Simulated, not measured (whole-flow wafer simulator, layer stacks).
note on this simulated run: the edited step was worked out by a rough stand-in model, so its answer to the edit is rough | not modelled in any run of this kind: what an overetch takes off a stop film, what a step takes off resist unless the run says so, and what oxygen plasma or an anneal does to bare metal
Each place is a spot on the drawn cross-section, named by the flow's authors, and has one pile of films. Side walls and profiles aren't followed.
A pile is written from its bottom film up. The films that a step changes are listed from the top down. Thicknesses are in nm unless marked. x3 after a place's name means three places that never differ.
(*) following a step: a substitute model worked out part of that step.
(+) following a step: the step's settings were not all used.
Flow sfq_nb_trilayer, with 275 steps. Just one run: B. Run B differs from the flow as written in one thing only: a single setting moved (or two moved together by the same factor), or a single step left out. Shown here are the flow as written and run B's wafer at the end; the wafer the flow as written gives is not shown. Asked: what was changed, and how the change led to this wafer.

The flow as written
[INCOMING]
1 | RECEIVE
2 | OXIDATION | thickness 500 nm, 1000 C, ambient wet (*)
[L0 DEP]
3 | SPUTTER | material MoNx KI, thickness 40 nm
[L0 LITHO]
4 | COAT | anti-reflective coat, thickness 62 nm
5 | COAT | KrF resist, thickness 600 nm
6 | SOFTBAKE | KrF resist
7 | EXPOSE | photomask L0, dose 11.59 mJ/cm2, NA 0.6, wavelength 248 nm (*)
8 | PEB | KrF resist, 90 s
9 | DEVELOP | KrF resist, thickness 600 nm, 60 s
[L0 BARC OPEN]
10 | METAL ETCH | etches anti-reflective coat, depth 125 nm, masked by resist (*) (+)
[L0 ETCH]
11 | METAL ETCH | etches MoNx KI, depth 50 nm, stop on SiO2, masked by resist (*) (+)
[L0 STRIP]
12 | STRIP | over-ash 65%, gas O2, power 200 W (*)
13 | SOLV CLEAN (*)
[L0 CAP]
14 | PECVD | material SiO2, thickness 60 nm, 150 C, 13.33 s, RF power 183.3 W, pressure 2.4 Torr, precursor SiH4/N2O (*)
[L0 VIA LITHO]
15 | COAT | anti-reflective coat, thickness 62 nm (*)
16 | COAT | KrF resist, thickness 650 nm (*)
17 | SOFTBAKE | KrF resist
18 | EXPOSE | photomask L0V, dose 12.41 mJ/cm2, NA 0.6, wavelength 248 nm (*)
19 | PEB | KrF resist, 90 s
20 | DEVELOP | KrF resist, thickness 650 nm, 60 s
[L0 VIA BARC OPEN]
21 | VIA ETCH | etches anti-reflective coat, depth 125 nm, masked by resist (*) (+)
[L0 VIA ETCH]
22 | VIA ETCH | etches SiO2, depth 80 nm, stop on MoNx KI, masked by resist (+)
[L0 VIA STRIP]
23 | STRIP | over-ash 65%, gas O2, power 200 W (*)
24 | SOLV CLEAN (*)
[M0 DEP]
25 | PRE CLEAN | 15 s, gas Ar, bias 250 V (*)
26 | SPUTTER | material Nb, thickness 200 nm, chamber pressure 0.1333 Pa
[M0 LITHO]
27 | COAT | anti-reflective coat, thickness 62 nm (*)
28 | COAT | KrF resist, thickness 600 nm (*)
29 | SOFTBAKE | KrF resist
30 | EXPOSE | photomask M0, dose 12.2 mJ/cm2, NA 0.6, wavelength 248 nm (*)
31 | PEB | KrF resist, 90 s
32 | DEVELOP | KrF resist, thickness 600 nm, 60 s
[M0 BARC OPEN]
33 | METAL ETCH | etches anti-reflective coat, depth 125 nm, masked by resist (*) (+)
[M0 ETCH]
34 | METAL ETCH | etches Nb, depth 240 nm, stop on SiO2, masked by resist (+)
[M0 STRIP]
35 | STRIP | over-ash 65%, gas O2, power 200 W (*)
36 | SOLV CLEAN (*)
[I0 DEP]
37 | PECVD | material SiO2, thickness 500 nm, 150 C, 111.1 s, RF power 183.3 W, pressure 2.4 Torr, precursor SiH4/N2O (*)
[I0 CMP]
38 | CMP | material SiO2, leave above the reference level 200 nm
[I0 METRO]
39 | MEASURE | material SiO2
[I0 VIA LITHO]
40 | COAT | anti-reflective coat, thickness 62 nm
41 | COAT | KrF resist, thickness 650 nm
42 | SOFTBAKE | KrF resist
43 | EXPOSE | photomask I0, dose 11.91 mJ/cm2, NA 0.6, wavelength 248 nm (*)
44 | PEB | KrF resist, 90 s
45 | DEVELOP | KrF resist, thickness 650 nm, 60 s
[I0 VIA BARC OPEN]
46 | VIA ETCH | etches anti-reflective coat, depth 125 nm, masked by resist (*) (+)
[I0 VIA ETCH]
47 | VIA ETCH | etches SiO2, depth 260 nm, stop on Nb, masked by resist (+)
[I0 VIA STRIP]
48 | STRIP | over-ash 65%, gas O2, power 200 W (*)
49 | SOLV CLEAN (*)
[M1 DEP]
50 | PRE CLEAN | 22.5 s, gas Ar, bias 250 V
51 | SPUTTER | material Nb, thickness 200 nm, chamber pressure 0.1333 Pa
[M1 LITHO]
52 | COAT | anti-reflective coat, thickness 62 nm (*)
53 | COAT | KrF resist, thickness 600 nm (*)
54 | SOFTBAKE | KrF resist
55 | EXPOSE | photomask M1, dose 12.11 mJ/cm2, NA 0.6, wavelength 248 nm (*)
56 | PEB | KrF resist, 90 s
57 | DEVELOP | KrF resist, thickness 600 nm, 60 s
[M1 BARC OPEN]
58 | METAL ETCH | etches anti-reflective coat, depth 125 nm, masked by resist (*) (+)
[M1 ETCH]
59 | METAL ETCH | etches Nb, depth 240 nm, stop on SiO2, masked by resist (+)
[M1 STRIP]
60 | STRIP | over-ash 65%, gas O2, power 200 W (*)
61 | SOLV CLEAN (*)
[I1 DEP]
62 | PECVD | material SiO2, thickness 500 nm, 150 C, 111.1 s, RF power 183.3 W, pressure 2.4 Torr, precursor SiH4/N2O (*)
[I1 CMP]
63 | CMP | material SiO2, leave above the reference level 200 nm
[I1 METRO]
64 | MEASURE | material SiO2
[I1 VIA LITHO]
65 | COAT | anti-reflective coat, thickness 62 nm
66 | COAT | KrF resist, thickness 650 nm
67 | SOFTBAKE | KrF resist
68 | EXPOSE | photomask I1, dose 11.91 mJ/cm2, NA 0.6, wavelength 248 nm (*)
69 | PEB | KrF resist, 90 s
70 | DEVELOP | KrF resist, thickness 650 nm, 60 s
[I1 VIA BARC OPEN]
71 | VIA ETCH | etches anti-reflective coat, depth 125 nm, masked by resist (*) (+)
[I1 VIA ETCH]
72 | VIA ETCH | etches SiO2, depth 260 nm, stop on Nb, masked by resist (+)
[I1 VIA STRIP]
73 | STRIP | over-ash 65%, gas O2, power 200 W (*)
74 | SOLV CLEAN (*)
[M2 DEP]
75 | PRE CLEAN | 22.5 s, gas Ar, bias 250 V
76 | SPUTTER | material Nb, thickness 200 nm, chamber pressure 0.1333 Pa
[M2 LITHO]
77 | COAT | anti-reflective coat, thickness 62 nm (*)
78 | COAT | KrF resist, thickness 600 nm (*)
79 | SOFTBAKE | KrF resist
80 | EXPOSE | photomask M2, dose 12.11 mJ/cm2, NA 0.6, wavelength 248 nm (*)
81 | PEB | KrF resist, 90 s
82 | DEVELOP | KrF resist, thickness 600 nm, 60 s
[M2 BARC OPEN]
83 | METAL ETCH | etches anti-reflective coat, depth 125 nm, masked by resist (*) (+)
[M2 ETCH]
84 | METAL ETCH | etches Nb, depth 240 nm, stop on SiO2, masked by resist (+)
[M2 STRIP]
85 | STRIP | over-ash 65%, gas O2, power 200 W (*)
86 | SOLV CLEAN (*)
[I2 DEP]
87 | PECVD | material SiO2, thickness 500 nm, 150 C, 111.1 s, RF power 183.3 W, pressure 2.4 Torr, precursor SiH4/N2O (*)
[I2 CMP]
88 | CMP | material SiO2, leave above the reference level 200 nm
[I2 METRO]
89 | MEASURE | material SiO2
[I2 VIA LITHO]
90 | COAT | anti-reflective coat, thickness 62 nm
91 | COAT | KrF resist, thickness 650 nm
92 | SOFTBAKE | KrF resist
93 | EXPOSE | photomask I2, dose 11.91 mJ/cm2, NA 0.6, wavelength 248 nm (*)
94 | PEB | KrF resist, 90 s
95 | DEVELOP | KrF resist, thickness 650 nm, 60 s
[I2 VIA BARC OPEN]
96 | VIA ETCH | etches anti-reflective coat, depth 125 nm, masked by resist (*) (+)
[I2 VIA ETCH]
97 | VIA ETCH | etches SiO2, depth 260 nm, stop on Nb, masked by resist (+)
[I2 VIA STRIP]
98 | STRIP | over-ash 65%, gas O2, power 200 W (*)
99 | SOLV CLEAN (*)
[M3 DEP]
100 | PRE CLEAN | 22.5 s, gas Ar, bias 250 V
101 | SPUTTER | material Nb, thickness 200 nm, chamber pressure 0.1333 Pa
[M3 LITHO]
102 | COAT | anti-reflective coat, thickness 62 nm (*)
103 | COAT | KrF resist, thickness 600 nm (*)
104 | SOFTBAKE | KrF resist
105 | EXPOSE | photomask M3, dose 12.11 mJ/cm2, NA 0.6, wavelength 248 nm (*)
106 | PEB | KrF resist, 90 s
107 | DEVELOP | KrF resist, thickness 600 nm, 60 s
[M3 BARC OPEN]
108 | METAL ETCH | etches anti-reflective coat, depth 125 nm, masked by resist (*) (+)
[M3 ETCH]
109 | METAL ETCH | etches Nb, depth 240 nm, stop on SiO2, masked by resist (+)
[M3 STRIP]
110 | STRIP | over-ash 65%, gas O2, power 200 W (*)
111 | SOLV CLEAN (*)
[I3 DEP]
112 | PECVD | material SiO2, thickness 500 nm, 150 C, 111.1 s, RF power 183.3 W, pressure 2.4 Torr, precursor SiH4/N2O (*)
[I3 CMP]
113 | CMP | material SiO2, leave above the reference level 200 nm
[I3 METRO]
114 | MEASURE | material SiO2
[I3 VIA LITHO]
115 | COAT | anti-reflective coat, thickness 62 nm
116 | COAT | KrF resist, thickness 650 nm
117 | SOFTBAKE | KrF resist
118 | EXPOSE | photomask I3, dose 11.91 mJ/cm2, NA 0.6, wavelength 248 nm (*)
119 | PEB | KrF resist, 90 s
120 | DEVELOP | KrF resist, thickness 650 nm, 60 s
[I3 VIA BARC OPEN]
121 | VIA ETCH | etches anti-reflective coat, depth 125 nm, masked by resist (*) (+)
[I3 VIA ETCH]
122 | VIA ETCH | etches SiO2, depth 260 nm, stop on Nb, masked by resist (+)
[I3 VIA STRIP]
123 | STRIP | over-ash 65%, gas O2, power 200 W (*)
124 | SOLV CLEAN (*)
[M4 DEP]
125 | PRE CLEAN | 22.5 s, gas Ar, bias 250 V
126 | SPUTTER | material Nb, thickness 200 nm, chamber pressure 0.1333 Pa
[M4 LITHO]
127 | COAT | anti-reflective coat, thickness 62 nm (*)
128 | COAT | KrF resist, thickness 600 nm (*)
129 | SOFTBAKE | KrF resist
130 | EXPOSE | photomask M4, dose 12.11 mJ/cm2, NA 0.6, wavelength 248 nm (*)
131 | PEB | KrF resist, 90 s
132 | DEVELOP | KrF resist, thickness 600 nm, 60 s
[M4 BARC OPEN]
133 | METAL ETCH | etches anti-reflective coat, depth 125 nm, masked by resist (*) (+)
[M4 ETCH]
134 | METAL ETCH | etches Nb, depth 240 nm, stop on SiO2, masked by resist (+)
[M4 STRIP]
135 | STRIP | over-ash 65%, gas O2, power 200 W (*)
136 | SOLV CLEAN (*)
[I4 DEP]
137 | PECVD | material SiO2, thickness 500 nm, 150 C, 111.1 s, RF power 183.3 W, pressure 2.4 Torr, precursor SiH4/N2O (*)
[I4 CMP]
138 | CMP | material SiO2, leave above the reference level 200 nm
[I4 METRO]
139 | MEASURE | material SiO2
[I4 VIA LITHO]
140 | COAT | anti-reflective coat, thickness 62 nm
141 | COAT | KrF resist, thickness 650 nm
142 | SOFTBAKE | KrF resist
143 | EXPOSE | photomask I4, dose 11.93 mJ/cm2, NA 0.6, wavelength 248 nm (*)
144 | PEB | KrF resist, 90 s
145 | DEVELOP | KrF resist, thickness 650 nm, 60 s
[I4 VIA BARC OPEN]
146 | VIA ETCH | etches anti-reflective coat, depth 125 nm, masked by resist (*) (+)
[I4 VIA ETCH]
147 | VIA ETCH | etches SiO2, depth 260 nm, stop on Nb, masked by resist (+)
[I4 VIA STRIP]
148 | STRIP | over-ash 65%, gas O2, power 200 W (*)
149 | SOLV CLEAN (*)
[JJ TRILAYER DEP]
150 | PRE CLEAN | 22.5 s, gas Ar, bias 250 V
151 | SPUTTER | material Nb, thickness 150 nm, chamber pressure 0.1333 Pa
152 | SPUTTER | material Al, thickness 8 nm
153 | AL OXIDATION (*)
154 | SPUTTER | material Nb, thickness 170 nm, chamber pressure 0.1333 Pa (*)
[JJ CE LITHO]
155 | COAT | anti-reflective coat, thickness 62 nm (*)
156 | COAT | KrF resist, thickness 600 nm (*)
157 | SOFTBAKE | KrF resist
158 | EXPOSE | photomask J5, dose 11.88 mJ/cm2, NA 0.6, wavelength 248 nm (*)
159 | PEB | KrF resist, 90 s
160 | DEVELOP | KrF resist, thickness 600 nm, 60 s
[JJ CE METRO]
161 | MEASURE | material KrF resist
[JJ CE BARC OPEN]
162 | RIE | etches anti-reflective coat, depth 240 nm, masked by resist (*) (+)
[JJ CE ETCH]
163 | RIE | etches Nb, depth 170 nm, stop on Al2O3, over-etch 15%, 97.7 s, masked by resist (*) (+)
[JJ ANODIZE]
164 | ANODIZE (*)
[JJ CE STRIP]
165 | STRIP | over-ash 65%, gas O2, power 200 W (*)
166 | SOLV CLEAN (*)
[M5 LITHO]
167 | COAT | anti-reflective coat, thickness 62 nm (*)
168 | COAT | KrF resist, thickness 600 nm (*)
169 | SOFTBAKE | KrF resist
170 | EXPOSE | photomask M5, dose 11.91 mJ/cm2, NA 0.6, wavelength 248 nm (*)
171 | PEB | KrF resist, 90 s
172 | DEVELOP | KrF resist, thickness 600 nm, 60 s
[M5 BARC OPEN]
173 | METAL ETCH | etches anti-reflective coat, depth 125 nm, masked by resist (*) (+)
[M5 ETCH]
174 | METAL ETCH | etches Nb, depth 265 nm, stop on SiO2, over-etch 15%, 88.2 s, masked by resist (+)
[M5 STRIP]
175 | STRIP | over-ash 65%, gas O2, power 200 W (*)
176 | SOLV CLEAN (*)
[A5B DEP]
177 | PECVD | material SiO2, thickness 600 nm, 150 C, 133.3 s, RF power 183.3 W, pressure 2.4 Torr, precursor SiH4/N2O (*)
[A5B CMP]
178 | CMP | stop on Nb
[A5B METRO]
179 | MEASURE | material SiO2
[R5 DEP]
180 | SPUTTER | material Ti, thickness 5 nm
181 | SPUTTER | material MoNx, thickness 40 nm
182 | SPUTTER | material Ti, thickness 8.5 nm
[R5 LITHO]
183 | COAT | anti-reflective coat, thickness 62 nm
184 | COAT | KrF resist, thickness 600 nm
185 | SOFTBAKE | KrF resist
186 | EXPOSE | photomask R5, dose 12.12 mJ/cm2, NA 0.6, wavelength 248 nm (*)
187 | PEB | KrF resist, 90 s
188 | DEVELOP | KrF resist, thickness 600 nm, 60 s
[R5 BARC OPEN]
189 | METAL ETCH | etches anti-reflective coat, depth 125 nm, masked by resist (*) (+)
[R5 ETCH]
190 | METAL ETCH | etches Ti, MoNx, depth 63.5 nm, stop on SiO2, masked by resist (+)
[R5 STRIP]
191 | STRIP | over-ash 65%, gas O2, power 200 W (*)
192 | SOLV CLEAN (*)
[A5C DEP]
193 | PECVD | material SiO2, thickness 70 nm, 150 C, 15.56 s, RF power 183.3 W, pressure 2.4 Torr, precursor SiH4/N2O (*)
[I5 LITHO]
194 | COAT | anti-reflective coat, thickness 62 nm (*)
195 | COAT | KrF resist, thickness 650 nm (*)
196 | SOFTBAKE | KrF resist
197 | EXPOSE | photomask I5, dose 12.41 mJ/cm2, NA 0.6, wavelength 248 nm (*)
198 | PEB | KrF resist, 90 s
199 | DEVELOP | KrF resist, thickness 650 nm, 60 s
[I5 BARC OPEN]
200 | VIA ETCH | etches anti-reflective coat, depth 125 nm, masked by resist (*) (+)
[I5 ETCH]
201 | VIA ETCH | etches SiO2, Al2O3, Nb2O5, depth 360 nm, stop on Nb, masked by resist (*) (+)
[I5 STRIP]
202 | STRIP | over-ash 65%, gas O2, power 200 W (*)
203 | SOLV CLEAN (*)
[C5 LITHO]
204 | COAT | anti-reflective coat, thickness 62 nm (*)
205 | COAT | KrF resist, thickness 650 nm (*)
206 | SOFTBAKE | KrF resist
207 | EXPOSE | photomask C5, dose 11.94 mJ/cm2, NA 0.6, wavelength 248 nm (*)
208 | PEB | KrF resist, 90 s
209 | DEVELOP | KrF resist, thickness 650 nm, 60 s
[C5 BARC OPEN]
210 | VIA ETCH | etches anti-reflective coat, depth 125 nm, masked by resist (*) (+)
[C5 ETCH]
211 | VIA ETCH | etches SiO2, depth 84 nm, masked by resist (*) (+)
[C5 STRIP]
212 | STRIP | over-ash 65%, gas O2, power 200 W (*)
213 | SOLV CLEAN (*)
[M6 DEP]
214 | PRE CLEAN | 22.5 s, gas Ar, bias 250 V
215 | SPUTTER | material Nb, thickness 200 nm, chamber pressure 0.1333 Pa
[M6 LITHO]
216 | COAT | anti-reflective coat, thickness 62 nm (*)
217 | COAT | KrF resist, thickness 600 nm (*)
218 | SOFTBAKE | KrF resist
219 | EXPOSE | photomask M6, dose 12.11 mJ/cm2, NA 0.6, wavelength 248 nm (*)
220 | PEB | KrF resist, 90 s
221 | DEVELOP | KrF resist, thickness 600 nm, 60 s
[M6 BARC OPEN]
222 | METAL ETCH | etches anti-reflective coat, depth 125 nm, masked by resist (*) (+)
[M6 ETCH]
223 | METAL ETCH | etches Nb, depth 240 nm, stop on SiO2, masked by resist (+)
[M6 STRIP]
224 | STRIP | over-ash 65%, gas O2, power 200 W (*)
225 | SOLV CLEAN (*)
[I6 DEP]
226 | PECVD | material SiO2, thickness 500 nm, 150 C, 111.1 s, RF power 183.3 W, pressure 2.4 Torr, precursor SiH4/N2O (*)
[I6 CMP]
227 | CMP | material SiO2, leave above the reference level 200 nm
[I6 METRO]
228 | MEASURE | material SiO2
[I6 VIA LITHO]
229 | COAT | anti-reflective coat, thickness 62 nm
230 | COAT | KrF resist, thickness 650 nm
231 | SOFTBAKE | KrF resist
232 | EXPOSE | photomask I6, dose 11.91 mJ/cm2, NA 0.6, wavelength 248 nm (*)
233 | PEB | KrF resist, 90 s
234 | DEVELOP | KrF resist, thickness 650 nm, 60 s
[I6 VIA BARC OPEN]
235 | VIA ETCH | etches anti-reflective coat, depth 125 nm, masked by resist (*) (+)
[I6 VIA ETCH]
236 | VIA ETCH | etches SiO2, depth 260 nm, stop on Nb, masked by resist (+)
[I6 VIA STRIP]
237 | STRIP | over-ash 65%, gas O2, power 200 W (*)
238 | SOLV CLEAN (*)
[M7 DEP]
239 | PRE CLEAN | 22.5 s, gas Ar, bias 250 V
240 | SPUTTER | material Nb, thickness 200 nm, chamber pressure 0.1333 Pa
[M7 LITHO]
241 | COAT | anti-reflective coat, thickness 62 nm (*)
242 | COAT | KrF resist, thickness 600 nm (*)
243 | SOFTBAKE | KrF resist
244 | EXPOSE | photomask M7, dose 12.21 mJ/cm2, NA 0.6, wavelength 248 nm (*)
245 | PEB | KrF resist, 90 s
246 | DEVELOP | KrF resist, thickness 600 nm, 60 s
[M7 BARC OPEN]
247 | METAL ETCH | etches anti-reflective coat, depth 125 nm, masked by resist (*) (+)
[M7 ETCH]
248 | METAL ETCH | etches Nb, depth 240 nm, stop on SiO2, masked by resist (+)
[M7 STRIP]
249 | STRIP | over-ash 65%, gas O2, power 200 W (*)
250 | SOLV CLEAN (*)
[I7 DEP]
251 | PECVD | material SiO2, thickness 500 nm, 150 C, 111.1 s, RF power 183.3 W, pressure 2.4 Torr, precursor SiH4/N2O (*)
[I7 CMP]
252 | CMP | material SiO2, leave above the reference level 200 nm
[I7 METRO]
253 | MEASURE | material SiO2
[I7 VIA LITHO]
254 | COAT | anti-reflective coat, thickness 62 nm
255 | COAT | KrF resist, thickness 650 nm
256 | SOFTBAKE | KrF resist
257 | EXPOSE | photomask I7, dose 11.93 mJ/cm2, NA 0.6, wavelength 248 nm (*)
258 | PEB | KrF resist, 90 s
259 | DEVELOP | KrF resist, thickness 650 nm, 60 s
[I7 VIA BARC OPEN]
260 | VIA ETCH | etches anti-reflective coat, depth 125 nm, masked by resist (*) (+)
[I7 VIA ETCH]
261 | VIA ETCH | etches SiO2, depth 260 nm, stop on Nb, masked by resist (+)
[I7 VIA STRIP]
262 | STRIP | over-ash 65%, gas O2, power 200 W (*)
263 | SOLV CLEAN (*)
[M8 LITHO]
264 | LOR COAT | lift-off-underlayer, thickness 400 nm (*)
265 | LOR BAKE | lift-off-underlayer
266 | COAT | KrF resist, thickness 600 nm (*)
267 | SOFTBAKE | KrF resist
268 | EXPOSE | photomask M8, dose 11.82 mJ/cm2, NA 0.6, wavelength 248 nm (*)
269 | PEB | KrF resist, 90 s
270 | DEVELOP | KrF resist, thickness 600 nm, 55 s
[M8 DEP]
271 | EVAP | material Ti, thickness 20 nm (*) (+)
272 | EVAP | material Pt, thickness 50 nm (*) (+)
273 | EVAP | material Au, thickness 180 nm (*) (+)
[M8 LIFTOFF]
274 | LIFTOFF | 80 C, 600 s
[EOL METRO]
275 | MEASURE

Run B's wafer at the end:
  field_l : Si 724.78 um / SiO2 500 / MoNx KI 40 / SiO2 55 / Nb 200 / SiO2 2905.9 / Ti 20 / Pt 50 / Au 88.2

What caused this: step 273, EVAP: thickness 88.2 nm was run, while the flow as written has thickness 180 nm.
The wafer itself shows it: field_l has Au 88.2, and step 273 as written asks for 180 nm.

The path from the change to this, step by step:
  273 | EVAP | material Au, thickness 180 nm (*) (+)
      field_l, v_sur, via_wl and 103 more: Au gains 88.2 (new film) (in the flow as written it would be: Au gains 180 (new film))
  274 | LIFTOFF | 80 C, 600 s
      p4_fl, p4_fm, p4_w1 and 71 more: Au loses 88.2 (all of it), Pt loses 50 (all of it), Ti loses 20 (all of it), KrF resist loses 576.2 (all of it), lift-off-underlayer loses 400 (all of it) (in the flow as written it would be: Au loses 180 (all of it), Pt loses 50 (all of it), Ti loses 20 (all of it), KrF resist loses 576.2 (all of it), lift-off-underlayer loses 400 (all of it))
      c5j, ce_r: Au loses 88.2 (all of it), Pt loses 50 (all of it), Ti loses 20 (all of it), KrF resist loses 573.3 (all of it), lift-off-underlayer loses 399.3 (all of it) (in the flow as written it would be: Au loses 180 (all of it), Pt loses 50 (all of it), Ti loses 20 (all of it), KrF resist loses 573.3 (all of it), lift-off-underlayer loses 399.3 (all of it))
      (also at 19 further places)
